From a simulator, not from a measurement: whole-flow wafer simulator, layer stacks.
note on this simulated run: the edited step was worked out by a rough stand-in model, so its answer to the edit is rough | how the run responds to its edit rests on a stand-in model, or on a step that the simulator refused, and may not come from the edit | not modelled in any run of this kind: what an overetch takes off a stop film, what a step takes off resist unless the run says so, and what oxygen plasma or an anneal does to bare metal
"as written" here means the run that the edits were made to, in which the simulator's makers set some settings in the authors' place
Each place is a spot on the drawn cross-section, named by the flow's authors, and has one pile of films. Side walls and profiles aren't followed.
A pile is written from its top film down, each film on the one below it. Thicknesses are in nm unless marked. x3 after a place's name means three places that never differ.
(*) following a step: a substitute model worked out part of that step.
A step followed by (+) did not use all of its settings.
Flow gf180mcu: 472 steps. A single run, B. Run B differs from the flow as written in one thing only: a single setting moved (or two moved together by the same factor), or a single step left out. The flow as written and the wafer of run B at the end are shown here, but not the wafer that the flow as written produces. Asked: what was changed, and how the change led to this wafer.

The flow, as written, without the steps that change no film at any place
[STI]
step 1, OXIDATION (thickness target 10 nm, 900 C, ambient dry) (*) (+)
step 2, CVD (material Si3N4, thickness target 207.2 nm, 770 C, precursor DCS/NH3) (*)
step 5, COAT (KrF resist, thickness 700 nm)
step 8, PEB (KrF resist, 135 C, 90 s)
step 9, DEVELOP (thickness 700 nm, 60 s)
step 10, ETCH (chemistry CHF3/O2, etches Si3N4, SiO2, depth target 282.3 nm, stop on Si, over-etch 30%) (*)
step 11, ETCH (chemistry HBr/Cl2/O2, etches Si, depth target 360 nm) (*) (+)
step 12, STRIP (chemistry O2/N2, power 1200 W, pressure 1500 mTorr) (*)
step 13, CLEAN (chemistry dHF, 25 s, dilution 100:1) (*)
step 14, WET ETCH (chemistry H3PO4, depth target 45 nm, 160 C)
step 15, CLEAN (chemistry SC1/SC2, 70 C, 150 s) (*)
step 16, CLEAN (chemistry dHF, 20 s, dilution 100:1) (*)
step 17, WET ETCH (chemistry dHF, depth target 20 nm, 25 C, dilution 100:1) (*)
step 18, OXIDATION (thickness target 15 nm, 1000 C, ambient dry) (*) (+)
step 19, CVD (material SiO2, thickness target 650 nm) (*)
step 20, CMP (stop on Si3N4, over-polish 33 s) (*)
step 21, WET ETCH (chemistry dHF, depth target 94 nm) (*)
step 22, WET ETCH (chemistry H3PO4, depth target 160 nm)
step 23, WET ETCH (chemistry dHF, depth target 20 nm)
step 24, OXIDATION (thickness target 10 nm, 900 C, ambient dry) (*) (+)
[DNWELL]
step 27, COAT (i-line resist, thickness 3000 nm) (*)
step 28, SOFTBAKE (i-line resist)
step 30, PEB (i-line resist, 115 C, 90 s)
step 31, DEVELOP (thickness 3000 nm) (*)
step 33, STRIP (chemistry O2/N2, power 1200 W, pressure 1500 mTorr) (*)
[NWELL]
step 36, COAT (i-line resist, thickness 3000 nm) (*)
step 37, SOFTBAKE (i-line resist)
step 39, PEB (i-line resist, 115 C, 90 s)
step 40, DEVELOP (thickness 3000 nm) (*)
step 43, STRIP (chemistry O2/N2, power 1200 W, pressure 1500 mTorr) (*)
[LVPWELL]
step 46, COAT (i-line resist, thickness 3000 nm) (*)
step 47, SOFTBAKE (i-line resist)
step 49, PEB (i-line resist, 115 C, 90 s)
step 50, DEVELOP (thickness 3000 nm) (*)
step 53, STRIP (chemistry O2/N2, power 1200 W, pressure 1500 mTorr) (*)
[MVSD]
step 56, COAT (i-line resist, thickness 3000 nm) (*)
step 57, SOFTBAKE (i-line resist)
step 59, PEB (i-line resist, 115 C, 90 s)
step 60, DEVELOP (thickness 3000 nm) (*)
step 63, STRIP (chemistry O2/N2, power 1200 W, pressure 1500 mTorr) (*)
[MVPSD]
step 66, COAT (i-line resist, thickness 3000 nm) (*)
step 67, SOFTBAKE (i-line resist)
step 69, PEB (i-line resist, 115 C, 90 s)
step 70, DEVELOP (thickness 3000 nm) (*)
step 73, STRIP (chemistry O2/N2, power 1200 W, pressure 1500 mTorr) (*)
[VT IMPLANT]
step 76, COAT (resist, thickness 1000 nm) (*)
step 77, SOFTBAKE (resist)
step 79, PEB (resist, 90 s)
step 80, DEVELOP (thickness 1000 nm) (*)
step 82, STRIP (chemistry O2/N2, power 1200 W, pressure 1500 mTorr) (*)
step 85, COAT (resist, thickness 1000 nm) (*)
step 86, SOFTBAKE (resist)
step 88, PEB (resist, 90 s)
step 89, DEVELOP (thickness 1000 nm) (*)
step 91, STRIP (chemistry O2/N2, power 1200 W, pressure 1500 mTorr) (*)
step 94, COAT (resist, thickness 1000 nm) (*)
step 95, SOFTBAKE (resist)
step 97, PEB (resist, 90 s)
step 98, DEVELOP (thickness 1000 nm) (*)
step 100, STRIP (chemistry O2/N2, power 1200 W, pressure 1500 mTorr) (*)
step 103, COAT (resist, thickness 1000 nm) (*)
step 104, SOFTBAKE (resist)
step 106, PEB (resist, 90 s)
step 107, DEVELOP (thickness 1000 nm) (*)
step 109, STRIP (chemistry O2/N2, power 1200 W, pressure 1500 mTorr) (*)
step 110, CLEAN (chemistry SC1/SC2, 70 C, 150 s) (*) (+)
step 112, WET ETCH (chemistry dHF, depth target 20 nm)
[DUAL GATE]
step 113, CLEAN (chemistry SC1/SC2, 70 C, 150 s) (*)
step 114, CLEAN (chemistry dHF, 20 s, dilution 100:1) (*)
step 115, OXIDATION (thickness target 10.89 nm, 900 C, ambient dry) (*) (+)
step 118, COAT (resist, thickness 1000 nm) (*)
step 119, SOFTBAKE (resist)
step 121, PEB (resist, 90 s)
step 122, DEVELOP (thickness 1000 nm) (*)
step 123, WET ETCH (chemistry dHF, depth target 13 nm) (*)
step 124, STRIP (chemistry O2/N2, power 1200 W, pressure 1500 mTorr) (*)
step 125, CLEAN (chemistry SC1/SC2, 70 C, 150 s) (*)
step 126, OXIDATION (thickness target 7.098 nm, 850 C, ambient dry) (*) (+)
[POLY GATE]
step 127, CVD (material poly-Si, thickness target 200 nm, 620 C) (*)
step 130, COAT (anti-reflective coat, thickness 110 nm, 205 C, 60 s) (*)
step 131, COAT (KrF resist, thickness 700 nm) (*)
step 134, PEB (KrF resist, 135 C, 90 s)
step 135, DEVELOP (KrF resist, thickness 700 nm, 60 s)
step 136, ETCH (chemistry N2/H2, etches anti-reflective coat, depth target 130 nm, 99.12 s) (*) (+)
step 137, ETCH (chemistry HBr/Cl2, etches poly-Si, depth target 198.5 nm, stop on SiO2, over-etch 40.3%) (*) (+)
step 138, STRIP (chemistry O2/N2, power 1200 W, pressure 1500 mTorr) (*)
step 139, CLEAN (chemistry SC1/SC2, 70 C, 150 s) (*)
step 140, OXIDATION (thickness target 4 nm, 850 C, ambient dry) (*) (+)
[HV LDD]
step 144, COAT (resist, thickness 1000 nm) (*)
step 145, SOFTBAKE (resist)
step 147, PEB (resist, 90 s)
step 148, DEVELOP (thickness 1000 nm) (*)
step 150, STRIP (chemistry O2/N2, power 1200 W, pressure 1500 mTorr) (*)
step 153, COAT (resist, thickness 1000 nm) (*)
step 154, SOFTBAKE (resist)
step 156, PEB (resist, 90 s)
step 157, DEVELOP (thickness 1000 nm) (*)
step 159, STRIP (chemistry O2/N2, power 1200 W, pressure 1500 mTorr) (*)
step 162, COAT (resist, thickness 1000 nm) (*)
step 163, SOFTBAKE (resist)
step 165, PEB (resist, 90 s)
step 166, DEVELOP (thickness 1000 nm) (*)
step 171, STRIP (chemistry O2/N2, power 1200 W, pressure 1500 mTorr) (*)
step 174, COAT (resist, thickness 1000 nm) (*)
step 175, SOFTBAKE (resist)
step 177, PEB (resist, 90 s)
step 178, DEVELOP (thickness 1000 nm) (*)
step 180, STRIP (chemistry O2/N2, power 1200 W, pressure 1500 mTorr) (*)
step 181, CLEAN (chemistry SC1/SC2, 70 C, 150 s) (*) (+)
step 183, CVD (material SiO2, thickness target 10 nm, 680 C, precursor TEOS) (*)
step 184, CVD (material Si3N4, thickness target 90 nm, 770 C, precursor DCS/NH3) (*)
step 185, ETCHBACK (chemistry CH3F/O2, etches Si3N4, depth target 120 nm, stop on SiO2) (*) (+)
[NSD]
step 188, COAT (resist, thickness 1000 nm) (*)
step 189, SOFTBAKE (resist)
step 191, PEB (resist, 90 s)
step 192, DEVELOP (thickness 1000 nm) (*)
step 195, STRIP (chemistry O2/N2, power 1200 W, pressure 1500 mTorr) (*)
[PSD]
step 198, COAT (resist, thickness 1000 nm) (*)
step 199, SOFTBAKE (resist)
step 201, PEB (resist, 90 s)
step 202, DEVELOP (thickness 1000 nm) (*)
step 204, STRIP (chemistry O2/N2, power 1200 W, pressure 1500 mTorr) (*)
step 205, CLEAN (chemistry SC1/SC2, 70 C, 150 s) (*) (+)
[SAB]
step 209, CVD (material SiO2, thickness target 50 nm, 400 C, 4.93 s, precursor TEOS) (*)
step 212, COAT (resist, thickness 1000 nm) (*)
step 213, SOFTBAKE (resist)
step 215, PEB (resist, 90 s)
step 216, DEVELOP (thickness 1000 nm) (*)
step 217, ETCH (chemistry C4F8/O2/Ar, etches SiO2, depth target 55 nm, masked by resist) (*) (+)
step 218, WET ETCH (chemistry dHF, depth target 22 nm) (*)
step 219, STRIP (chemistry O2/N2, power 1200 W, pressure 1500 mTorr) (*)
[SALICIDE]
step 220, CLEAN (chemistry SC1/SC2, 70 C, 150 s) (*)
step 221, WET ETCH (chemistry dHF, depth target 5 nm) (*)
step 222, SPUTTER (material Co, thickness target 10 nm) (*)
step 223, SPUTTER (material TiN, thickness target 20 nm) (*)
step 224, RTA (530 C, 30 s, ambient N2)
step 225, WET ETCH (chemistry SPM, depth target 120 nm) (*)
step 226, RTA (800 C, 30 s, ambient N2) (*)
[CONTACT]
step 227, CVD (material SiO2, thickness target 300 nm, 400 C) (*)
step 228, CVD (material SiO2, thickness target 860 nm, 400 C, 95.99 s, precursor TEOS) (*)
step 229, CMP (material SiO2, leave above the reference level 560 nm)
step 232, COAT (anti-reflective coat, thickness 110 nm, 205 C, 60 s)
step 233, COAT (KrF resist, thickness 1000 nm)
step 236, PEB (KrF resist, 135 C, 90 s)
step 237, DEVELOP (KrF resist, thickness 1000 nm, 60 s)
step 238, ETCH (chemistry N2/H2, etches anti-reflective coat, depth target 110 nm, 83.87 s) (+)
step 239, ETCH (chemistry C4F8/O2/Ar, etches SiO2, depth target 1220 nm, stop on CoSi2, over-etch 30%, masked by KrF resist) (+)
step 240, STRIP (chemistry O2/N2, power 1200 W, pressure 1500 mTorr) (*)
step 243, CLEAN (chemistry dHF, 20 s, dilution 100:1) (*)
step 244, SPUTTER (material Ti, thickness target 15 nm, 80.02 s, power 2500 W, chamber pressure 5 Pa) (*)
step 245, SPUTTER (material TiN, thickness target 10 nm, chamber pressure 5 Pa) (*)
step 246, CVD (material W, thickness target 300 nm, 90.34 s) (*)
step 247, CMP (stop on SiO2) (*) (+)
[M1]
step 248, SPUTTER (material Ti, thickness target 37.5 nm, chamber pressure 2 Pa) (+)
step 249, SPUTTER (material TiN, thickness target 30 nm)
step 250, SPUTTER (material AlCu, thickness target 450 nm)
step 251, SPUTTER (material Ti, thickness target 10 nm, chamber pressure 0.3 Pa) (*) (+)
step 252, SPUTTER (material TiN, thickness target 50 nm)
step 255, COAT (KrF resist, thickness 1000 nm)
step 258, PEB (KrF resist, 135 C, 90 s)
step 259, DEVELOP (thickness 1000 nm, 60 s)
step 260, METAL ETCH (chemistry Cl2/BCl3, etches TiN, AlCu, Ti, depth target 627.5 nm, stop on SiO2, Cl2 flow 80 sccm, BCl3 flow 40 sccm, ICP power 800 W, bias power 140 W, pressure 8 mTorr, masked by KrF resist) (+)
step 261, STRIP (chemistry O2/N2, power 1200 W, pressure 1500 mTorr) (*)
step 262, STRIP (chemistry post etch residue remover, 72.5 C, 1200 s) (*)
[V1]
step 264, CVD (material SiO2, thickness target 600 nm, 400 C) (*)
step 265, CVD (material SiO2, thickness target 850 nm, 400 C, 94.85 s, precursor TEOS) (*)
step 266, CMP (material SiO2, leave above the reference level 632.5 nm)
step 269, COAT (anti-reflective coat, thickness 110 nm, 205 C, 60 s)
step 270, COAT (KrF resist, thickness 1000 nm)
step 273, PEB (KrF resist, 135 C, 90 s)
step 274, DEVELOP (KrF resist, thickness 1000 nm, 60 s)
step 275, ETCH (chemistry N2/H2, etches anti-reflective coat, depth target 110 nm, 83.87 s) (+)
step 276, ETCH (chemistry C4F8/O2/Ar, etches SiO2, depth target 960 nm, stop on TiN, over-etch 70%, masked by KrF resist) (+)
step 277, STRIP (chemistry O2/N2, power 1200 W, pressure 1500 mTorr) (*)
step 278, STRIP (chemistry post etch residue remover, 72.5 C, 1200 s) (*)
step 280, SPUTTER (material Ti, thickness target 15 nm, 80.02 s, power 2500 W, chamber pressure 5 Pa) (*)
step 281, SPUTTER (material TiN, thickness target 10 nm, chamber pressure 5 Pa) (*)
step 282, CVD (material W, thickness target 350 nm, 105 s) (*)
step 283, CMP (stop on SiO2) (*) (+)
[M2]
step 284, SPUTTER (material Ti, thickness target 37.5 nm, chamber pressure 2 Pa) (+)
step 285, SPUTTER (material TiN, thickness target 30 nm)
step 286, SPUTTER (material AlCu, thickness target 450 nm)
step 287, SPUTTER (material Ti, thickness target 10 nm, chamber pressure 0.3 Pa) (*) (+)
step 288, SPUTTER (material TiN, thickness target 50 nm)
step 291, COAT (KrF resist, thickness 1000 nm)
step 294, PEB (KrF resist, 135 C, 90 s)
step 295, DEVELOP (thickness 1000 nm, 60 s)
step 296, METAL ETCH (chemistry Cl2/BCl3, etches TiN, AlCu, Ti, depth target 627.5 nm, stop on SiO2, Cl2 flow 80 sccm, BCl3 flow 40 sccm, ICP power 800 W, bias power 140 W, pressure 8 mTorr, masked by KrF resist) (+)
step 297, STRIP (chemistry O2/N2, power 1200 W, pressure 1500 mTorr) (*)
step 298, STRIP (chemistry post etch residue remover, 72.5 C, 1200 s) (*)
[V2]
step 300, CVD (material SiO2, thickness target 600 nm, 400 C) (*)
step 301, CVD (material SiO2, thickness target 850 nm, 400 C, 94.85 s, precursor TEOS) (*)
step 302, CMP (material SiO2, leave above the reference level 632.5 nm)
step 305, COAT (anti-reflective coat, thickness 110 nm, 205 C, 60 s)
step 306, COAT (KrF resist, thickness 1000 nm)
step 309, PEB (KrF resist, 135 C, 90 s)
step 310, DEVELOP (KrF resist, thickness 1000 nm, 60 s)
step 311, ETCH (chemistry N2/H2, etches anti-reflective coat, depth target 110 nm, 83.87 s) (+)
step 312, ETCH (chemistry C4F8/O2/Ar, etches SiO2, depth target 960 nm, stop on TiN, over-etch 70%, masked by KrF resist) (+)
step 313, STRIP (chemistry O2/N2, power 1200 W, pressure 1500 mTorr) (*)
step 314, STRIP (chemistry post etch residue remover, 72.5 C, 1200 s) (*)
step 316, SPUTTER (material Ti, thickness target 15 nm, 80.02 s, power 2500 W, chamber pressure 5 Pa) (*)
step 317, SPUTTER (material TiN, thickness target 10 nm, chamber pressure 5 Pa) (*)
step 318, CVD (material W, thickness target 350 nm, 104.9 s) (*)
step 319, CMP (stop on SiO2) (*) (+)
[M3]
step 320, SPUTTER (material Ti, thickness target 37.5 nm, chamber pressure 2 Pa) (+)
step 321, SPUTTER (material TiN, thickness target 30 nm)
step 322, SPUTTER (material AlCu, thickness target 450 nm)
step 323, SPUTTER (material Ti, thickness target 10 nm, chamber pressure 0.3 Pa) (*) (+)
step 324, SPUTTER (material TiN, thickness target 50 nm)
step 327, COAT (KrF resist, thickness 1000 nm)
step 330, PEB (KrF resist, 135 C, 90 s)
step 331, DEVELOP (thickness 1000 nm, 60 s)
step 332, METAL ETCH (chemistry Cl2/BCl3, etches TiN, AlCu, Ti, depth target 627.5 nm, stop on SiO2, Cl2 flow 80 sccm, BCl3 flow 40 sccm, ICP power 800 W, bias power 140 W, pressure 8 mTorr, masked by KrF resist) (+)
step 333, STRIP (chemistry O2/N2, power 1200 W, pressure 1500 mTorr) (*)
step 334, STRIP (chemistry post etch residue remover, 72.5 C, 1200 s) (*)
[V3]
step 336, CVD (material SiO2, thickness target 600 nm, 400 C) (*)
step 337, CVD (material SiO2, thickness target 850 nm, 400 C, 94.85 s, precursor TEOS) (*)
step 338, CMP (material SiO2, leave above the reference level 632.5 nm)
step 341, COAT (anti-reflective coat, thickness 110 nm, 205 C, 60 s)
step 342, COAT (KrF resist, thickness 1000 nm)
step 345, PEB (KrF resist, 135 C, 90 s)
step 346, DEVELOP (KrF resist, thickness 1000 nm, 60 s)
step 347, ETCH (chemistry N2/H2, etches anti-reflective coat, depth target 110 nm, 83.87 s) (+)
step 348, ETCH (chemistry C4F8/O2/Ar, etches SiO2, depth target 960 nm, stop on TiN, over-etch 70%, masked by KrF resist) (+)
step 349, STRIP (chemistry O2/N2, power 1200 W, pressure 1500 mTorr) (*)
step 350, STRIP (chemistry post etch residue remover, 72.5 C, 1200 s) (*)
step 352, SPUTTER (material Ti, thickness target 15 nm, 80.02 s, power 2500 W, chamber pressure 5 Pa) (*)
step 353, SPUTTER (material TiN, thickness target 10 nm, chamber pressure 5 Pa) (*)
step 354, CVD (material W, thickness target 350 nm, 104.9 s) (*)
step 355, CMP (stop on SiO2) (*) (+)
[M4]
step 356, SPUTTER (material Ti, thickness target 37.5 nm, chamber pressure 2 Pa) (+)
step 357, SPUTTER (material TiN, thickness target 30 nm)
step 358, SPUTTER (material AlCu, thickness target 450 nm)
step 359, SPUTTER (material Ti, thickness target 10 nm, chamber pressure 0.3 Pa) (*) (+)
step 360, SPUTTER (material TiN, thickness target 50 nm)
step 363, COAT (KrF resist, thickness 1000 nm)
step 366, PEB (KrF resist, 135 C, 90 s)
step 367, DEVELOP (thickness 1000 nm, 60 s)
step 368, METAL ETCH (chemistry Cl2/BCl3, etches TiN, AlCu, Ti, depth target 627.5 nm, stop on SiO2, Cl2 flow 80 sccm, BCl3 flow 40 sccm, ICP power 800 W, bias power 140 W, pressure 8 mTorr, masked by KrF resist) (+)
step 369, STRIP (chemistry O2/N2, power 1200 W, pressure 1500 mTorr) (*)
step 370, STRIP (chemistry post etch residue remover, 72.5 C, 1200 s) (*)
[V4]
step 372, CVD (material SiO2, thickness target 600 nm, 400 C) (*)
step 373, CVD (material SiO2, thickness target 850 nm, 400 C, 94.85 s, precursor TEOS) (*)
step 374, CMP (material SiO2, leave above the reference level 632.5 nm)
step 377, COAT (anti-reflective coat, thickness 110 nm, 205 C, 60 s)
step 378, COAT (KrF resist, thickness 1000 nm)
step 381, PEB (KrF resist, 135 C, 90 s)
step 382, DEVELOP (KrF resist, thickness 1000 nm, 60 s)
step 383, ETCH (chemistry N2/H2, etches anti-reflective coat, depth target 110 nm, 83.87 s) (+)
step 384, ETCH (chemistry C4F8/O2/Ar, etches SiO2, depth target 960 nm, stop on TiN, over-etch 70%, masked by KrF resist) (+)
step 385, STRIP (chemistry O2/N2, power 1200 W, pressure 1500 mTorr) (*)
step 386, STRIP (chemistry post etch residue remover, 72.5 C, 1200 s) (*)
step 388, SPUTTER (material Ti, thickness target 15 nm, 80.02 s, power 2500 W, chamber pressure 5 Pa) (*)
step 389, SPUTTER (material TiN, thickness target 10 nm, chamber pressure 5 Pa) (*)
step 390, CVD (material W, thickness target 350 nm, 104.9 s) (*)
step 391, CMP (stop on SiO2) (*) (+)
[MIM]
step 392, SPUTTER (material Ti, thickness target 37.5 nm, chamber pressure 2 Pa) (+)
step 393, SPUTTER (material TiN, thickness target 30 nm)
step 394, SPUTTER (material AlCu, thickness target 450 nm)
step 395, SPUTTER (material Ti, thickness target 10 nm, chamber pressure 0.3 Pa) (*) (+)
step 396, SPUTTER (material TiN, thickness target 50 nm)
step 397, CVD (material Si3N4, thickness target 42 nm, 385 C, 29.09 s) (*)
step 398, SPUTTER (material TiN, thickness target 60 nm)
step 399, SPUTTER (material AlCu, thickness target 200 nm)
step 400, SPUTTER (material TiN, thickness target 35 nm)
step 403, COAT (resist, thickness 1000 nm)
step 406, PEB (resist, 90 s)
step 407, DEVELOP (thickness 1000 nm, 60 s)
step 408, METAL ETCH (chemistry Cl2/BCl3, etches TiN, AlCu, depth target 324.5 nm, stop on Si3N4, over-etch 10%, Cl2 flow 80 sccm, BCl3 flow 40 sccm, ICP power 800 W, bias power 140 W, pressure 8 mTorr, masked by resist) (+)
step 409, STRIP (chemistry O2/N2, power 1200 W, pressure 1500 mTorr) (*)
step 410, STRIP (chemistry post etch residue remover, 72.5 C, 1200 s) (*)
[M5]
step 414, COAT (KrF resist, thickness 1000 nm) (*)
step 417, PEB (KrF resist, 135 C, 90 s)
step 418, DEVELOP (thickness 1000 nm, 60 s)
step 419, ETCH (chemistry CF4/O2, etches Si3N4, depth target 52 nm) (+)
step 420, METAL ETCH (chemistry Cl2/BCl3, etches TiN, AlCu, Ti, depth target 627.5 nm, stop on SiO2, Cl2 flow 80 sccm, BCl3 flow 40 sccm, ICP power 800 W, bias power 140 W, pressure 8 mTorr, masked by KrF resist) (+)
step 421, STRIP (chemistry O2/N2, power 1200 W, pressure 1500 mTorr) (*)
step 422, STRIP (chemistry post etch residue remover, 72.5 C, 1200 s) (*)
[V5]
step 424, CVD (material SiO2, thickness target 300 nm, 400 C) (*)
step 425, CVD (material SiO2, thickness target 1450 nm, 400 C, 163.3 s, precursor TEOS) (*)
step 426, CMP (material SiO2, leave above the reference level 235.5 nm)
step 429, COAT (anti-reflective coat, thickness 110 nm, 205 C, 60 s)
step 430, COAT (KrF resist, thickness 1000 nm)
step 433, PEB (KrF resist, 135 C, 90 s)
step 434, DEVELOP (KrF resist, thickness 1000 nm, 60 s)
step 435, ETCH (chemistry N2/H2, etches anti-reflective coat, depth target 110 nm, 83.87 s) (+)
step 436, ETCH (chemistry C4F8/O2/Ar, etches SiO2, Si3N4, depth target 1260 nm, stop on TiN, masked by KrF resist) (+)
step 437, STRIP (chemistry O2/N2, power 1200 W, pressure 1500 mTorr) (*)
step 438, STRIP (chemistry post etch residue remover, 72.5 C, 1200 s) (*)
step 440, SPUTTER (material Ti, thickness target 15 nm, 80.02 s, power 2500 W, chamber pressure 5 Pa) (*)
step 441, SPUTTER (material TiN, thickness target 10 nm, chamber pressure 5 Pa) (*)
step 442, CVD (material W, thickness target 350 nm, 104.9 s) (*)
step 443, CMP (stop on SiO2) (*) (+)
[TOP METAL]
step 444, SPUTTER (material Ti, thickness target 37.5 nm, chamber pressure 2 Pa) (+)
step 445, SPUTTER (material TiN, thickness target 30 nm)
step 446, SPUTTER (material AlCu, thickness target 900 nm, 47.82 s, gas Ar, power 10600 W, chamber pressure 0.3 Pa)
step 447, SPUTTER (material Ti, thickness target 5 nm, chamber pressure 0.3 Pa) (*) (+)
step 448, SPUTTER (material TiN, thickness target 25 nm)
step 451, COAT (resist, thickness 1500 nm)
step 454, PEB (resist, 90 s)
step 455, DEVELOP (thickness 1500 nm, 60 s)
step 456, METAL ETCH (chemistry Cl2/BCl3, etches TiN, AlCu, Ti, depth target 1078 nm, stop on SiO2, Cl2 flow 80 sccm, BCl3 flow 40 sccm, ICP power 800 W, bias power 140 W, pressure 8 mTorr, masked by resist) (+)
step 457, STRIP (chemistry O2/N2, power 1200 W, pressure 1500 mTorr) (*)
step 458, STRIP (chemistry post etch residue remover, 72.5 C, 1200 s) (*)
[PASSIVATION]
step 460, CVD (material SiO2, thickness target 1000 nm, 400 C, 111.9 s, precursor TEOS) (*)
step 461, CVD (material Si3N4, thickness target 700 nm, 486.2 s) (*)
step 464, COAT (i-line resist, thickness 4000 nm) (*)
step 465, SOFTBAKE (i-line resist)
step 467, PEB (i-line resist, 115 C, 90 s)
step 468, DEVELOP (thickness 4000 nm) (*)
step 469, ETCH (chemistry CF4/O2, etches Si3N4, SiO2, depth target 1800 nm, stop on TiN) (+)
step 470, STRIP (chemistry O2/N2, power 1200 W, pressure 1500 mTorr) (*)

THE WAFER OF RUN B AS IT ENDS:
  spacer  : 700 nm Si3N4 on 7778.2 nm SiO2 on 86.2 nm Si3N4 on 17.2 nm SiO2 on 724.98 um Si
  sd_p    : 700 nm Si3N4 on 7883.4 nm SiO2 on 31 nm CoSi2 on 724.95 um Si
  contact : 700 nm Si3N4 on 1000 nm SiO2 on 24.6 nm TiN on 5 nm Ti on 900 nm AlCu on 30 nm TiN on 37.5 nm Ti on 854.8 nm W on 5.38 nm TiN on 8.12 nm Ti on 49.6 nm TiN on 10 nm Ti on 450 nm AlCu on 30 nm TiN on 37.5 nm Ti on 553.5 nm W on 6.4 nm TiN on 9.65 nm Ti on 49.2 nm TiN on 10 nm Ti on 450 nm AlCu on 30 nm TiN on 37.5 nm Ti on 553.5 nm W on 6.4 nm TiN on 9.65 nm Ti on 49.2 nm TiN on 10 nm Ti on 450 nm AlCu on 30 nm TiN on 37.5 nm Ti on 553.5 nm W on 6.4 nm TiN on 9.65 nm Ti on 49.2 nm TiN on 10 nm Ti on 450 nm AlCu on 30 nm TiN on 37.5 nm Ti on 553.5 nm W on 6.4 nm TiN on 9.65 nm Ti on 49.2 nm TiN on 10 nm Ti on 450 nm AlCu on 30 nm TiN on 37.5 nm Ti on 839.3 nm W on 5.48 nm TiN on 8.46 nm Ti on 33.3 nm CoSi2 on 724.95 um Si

The reason: step 209, CVD: thickness target 65 nm was run, though the flow has thickness target 50 nm.

How this came from the change, step by step:
  step 209, CVD (material SiO2, thickness target 50 nm, 400 C, 4.93 s, precursor TEOS) (*)
      field, field__w7, field__w8 and 73 more: SiO2 gains 65 (in the flow as written it would be: SiO2 gains 50)
      field_sub__w1, field_sub__w3, field_sub__w4, field_sub__w5, ld_drift_n, nplus_u: SiO2 gains 63.6 (in the flow as written it would be: SiO2 gains 48.9)
      (as well as at 27 more places)
  step 217, ETCH (chemistry C4F8/O2/Ar, etches SiO2, depth target 55 nm, masked by resist) (*) (+)
      spacer: SiO2 loses 55 (in the flow as written it would be: SiO2 loses 50 (all of it), Si3N4 loses 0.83)
  step 218, WET ETCH (chemistry dHF, depth target 22 nm) (*)
      spacer: SiO2 loses 10 (all of it), Si3N4 loses 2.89 (in the flow as written it would be: Si3N4 loses 2.46)
      gate, gate_hv, gate_p and 23 more: SiO2 loses 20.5 (all of it) (in the flow as written it would be: SiO2 loses 5.48 (all of it))
      (as well as at 73 more places)
  step 223, SPUTTER (material TiN, thickness target 20 nm) (*)
      field__w12: TiN gains 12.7 (new film) (in the flow as written it would be: TiN gains 12 (new film))
  step 225, WET ETCH (chemistry SPM, depth target 120 nm) (*)
      field__w12: TiN loses 12.7 (all of it), Co loses 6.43 (all of it) (in the flow as written it would be: TiN loses 12 (all of it), Co loses 6.15 (all of it))
  step 226, RTA (800 C, 30 s, ambient N2) (*)
      sd_p: CoSi2 gains 31 (new film), CoSi loses 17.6 (all of it), Si loses 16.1 (in the flow as written it would be: CoSi2 gains 31.8 (new film), CoSi loses 18.1 (all of it), Si loses 16.5)
  step 229, CMP (material SiO2, leave above the reference level 560 nm)
      ldn_sep__w1, ldn_sep__w2, ldn_dft and 8 more: SiO2 loses 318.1 (in the flow as written it would be: SiO2 loses 311.1)
      sti, mim_1p0, pad, dice_street, iso_nw_fld, iso_fld_sub: SiO2 loses 303.9 (in the flow as written it would be: SiO2 loses 297)
      (as well as at 43 more places)
